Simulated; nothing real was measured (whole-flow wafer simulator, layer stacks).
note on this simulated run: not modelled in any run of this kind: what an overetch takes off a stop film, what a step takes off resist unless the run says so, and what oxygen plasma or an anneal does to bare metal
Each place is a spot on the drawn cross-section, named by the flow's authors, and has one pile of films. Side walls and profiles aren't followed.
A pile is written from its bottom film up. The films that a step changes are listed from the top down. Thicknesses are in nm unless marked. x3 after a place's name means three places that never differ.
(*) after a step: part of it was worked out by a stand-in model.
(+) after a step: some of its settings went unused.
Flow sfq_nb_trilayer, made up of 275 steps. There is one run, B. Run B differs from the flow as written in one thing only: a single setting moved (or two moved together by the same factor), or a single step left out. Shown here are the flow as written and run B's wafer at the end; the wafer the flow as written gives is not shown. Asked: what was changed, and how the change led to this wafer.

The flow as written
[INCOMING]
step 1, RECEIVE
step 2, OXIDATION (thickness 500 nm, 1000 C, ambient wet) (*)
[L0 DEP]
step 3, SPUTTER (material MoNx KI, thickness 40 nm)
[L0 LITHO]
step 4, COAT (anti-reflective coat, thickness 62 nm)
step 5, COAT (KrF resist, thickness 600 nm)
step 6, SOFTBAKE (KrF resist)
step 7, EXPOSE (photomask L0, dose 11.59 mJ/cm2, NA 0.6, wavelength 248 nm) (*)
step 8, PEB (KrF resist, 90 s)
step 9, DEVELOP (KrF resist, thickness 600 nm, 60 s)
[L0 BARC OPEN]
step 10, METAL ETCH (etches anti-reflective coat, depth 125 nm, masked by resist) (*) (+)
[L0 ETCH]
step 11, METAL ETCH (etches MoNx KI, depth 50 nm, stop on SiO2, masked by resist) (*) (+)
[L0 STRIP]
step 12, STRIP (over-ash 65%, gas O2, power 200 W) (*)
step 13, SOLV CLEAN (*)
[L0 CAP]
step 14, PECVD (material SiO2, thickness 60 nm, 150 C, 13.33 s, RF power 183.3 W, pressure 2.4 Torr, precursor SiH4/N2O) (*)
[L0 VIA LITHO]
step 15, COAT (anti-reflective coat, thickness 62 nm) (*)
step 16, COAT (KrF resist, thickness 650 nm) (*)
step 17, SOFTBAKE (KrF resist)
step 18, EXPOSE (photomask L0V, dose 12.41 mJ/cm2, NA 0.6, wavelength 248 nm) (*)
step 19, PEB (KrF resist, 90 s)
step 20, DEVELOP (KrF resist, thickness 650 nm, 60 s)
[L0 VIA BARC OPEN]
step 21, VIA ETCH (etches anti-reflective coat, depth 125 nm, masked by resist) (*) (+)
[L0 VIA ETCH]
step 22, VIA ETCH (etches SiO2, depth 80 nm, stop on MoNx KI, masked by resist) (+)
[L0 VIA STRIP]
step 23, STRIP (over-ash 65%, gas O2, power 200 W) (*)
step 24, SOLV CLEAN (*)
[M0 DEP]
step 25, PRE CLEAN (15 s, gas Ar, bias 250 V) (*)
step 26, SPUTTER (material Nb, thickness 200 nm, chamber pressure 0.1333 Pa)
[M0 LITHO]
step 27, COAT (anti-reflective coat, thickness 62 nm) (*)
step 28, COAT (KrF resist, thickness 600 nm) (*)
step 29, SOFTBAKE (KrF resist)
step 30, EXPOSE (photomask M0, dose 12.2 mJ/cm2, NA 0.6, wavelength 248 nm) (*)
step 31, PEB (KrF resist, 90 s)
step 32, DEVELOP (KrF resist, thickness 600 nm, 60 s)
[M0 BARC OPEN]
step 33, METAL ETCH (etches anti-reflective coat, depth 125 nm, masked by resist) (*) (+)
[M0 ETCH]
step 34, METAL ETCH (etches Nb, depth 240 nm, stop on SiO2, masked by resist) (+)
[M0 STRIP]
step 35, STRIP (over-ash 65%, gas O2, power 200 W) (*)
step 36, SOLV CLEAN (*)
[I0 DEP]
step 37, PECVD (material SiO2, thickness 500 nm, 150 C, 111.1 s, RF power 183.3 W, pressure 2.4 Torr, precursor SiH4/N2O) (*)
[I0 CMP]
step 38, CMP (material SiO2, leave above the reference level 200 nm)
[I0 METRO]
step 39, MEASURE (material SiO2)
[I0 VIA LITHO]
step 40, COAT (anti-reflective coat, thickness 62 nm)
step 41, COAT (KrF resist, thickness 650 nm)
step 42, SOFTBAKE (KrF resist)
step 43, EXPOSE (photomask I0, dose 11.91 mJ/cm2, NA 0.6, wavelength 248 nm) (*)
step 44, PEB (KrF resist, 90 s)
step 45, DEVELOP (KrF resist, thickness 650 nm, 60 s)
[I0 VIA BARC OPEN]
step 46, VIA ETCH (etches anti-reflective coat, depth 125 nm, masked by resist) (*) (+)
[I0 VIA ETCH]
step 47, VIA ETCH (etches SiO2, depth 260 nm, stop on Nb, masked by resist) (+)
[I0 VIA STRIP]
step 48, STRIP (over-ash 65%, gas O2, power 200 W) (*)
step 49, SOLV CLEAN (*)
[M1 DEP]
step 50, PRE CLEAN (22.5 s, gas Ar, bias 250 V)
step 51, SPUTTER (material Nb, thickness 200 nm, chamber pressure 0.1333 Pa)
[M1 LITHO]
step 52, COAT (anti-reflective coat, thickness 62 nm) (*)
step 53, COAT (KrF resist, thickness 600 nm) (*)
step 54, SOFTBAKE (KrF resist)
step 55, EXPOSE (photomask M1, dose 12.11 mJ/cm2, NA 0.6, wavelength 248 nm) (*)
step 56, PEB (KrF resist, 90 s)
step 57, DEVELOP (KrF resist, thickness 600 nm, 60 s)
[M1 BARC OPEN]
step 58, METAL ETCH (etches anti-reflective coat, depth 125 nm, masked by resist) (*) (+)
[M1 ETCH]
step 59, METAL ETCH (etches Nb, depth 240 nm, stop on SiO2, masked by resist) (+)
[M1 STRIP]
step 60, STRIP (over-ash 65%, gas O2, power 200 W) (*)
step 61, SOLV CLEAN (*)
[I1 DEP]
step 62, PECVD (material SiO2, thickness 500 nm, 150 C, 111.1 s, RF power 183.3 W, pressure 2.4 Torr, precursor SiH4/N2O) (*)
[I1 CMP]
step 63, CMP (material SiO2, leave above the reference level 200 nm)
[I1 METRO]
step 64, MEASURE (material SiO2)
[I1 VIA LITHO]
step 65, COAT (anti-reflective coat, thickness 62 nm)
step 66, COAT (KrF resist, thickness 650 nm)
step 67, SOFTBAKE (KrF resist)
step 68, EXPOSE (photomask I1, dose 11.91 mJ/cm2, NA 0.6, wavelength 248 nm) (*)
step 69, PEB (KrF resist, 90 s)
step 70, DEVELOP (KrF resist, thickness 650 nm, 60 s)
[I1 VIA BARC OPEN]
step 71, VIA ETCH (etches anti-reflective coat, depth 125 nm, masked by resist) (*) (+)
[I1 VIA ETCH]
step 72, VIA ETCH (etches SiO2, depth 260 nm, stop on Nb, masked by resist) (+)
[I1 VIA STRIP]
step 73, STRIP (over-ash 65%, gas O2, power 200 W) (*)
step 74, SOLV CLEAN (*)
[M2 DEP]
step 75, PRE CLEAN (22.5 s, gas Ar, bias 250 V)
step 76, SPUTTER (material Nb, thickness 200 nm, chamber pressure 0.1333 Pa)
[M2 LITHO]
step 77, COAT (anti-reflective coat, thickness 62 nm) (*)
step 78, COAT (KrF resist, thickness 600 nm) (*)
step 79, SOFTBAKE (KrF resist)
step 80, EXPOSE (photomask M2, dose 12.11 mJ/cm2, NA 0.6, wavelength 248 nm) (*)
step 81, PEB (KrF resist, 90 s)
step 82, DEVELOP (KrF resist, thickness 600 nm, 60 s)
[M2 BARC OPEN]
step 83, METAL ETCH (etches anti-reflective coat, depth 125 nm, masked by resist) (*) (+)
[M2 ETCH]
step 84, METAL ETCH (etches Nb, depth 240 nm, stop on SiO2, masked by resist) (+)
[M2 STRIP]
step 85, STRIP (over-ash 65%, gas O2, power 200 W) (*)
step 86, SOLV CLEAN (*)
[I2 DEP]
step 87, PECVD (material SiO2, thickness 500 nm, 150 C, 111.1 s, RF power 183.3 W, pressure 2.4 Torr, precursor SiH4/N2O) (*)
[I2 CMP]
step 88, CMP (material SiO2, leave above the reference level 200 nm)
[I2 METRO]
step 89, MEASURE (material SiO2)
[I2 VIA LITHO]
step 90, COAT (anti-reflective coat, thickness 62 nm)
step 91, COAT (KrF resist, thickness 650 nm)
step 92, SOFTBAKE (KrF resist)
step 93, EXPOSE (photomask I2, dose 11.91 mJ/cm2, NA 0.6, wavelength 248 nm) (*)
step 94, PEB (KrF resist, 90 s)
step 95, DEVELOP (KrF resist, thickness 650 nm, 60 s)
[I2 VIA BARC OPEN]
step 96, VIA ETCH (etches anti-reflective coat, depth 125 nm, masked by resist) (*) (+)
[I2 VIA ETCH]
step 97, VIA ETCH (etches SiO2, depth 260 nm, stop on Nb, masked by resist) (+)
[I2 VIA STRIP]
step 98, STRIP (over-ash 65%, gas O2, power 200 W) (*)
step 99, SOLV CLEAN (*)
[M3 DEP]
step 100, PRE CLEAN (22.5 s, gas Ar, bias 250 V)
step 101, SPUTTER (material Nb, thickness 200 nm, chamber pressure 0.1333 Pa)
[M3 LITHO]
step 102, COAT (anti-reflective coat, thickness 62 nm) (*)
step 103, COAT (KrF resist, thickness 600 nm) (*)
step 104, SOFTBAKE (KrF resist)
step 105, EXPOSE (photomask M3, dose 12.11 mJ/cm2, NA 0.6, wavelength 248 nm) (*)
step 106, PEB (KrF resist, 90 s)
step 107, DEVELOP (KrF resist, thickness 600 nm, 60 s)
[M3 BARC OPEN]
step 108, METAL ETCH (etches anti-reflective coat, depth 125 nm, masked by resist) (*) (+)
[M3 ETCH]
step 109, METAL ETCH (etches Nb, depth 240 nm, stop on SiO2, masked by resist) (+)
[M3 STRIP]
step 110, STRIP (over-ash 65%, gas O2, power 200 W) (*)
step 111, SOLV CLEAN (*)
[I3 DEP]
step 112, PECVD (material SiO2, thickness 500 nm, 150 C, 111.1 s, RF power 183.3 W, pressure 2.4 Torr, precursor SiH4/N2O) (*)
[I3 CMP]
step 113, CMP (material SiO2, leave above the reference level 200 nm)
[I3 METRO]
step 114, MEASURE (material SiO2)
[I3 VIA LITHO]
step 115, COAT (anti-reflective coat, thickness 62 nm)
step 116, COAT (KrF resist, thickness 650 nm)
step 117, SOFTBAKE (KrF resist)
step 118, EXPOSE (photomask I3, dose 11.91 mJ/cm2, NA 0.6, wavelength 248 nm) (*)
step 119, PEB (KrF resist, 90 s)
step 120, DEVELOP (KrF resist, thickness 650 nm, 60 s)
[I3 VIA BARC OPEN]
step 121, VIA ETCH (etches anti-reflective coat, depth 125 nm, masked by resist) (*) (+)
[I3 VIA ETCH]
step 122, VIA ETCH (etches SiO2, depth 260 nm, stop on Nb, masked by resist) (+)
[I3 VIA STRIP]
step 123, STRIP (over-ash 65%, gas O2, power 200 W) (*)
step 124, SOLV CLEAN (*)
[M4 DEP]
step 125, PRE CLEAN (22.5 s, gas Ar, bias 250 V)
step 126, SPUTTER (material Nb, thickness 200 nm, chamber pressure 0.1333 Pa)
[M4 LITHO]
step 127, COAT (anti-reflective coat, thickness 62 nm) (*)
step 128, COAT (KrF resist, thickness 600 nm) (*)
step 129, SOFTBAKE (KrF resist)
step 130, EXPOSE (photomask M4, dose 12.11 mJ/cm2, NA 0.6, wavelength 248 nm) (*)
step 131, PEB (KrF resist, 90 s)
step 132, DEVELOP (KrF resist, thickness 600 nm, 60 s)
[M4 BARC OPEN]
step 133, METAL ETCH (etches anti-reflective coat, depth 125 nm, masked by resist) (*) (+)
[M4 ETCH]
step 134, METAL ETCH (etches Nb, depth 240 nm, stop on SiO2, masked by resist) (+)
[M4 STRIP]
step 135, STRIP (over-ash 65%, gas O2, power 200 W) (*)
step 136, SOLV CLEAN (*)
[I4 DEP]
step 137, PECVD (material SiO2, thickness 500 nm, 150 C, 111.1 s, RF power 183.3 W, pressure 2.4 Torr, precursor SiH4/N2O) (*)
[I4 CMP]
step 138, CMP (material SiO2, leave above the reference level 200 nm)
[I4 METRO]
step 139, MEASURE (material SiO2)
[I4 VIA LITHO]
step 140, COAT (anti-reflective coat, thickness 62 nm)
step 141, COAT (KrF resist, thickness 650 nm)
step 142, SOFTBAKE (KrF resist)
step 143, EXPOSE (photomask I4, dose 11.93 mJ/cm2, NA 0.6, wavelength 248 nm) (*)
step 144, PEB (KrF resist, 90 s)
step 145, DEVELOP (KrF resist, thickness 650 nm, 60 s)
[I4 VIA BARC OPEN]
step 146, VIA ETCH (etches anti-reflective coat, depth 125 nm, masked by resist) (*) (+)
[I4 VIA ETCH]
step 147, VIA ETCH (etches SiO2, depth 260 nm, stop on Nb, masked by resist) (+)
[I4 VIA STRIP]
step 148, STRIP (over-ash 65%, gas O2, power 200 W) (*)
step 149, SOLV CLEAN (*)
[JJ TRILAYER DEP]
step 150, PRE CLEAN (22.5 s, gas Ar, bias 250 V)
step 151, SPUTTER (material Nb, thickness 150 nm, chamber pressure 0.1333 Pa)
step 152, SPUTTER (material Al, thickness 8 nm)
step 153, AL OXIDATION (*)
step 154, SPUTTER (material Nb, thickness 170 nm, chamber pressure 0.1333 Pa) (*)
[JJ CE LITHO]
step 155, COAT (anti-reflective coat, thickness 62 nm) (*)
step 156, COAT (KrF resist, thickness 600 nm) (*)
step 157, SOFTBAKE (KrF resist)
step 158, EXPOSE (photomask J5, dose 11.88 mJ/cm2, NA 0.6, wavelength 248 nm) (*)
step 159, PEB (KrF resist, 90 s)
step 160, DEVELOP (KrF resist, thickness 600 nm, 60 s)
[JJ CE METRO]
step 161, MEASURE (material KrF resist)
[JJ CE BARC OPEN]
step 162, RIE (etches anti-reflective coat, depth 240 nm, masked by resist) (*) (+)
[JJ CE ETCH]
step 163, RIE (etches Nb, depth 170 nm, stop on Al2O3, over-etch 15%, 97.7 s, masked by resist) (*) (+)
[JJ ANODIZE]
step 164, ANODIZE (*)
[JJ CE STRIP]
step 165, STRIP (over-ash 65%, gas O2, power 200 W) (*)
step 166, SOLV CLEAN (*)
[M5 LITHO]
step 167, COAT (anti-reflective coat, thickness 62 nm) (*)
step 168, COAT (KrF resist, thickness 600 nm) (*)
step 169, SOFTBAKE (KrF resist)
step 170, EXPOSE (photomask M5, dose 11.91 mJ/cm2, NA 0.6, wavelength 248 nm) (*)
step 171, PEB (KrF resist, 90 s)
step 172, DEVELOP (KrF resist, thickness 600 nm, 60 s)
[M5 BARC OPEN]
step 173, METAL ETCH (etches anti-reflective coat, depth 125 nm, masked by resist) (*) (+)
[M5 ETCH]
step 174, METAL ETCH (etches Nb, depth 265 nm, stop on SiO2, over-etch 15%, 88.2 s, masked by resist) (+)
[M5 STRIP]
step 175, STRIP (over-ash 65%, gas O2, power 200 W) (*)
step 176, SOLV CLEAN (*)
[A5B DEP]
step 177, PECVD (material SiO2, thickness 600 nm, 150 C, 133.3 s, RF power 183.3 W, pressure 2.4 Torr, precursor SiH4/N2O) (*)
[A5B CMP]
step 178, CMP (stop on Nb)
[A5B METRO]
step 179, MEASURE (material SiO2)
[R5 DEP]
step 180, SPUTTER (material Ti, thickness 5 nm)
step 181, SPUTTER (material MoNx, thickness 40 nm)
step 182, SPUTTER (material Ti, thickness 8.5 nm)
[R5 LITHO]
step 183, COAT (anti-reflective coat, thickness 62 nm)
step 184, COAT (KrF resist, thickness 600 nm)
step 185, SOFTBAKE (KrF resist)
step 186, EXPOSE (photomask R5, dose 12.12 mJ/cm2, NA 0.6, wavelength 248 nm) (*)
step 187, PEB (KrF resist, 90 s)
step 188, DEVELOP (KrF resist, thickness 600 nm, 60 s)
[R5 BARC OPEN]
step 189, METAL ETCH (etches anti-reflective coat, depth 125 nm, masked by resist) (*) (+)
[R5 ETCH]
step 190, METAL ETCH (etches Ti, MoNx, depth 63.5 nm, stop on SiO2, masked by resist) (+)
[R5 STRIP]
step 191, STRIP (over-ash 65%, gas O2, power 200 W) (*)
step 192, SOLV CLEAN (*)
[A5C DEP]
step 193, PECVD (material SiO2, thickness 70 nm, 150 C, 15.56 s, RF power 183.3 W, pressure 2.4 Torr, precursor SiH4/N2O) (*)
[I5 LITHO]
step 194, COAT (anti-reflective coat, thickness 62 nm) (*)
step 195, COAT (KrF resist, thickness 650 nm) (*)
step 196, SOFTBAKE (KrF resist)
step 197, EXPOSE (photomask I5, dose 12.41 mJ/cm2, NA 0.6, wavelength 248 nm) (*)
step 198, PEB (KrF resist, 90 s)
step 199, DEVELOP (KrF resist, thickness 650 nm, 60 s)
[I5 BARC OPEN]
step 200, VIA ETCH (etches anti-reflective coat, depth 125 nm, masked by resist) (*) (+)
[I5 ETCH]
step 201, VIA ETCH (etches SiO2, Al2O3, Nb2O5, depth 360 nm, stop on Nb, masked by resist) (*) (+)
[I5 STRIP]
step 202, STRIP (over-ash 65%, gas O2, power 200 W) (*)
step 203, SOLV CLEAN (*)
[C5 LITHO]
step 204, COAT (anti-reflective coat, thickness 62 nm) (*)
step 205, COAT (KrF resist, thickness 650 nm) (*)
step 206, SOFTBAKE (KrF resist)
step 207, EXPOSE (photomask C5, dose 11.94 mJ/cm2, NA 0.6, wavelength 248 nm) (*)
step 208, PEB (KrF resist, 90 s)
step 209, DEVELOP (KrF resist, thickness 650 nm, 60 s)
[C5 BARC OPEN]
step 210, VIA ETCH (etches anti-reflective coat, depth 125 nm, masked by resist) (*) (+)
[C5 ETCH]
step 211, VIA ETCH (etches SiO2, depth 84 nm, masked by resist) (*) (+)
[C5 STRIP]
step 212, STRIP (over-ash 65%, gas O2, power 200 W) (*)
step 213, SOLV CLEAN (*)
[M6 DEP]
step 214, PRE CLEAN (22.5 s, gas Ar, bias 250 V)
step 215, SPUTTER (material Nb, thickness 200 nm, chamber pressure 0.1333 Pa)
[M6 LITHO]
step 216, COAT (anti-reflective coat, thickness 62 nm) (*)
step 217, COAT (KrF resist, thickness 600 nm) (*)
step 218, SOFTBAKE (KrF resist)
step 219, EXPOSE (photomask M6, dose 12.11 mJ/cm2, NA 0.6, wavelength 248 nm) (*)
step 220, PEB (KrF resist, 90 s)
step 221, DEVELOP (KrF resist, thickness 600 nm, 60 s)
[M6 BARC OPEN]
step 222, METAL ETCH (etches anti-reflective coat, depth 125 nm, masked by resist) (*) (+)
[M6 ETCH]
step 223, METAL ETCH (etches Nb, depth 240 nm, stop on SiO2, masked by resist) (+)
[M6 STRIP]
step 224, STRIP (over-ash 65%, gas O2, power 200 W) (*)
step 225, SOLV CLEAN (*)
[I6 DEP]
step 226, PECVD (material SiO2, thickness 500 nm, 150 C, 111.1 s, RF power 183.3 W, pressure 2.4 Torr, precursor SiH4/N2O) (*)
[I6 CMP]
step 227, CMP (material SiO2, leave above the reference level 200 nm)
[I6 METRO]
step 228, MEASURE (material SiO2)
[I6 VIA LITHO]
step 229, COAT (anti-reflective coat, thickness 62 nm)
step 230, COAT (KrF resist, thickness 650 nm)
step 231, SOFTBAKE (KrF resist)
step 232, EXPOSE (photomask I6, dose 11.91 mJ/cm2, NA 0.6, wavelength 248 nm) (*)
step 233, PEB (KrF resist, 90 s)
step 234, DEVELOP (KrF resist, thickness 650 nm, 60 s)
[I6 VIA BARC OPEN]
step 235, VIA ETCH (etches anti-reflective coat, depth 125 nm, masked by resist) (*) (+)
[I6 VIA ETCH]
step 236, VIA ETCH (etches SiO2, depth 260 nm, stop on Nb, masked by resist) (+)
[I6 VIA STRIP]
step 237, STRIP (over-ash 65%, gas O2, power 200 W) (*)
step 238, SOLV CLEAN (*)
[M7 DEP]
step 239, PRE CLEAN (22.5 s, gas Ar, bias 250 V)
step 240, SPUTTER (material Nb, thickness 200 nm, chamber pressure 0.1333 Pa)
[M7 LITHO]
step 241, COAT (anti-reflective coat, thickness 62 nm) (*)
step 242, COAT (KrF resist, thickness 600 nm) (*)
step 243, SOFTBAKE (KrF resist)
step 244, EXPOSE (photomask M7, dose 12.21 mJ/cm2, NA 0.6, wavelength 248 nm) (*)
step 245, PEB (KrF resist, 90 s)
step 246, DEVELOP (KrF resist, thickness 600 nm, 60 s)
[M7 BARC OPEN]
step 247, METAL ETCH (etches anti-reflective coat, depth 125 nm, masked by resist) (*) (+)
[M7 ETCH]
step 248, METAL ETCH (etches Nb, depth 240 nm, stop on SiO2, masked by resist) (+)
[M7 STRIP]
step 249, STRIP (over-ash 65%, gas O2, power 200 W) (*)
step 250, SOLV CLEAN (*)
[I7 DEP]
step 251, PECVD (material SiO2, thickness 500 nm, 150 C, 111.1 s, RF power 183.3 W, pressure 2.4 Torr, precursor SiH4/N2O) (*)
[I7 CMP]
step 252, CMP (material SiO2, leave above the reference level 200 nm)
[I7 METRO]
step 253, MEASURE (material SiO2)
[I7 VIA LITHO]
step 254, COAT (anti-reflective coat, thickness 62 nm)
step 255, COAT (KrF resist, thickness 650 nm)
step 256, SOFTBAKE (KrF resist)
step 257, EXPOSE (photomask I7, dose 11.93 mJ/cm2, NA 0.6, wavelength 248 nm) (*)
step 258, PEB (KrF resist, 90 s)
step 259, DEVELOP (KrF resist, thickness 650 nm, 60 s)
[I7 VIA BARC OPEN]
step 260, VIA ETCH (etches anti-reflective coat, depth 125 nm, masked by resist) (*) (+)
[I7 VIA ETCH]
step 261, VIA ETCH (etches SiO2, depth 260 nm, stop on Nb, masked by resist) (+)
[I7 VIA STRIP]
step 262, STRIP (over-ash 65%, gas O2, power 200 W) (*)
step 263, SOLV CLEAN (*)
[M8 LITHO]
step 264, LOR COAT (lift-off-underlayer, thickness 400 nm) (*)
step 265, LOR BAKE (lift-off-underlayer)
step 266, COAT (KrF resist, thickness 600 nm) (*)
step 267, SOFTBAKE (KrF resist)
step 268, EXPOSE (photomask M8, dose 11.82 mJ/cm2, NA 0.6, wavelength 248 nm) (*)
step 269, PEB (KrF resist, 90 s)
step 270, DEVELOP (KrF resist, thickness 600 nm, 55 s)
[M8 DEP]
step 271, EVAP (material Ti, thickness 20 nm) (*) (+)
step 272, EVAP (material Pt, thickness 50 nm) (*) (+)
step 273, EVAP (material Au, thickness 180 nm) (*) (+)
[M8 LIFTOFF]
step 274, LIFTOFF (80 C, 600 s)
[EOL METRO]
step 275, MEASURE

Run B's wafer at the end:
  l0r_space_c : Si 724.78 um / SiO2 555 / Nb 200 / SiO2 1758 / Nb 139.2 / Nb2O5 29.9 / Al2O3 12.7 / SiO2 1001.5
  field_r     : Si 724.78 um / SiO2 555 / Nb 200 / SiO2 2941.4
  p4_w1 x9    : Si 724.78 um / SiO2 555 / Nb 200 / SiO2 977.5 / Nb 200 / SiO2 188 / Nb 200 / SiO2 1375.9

The reason: step 125, PRE CLEAN: 36 s was run, though the flow has 22.5 s.

Step by step, how the change led to this:
  step 125, PRE CLEAN (22.5 s, gas Ar, bias 250 V)
      field_l, v_sur, via_wl and 102 more: -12 SiO2 (it would be, as written: -7.5 SiO2)
      via_v: -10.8 Nb (it would be, as written: -6.45 Nb)
